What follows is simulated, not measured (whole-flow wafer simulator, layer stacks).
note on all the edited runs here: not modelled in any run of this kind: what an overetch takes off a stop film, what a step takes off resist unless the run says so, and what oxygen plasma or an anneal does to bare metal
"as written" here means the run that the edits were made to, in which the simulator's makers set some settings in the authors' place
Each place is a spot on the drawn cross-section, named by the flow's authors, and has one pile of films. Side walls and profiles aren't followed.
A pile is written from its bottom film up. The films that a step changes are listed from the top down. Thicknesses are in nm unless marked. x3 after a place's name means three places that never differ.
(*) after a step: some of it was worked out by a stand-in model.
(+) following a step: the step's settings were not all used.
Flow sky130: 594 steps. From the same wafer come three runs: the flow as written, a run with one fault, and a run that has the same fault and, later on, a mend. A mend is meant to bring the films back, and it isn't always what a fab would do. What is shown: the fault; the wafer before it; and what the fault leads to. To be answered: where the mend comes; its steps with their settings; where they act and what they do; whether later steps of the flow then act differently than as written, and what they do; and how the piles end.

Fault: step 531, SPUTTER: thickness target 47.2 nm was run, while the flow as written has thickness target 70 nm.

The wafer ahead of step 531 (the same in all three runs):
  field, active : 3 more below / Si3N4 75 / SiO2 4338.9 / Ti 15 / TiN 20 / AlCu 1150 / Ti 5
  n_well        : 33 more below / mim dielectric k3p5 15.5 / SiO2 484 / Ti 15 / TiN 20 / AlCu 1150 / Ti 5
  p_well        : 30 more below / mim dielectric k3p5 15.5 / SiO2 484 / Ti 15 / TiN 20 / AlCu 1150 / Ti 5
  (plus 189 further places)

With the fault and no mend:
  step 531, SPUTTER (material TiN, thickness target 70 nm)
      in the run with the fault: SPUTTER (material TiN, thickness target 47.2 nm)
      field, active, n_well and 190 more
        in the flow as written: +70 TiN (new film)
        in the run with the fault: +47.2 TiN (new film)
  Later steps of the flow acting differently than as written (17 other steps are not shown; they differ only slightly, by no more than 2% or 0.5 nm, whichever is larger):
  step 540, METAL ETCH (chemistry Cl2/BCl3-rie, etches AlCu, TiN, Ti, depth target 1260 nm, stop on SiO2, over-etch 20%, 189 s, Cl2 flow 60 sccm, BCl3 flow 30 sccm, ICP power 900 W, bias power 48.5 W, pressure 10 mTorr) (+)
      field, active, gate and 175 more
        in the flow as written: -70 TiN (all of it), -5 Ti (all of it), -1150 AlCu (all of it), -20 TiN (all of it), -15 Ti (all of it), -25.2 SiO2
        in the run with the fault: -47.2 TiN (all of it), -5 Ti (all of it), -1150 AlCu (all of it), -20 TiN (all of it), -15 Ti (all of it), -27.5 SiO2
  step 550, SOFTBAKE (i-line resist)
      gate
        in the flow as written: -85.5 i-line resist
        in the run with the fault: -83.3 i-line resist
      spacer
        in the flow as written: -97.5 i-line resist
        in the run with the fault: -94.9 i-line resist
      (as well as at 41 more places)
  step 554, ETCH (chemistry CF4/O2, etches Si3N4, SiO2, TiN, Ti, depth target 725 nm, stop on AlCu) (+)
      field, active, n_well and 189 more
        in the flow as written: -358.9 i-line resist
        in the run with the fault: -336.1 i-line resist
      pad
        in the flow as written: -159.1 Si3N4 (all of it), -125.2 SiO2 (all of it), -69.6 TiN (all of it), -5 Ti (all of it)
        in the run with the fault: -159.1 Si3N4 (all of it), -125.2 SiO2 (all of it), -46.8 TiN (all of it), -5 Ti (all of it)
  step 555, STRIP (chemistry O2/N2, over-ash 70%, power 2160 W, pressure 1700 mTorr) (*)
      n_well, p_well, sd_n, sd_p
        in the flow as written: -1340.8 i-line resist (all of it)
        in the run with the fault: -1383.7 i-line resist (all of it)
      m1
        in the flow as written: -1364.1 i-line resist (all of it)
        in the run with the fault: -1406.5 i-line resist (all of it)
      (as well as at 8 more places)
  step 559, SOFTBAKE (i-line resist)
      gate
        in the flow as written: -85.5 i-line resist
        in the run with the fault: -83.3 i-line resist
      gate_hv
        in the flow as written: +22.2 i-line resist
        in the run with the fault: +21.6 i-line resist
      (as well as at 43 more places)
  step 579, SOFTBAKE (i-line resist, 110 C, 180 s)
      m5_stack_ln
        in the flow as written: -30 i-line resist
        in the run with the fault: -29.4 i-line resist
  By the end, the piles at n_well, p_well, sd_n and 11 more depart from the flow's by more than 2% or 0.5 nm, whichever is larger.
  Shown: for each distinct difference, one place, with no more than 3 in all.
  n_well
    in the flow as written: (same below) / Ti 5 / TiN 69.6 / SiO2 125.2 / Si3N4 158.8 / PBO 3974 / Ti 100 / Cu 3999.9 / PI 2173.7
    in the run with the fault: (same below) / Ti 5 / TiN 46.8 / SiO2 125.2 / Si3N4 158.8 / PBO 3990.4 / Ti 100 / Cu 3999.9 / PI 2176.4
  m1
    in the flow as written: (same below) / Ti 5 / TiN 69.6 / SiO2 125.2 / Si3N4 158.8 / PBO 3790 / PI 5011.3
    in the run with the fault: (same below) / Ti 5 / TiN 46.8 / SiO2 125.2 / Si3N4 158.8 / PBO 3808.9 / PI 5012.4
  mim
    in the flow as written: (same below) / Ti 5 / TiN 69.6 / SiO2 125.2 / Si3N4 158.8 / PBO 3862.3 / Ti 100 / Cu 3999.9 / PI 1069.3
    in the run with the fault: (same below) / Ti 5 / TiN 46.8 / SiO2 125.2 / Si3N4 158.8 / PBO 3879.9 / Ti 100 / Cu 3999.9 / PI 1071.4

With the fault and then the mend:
  The mend follows step 531.
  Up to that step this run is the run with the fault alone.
  step 531a, SPUTTER (material TiN, thickness target 22.8 nm) (a further turn of the flow's step 531, with different settings)
      field, active, n_well and 190 more
        +22.8 TiN
  Every later step of the flow that is run acts as written at every place that is followed.
  At every place that both follow, the piles at the end match the flow's.
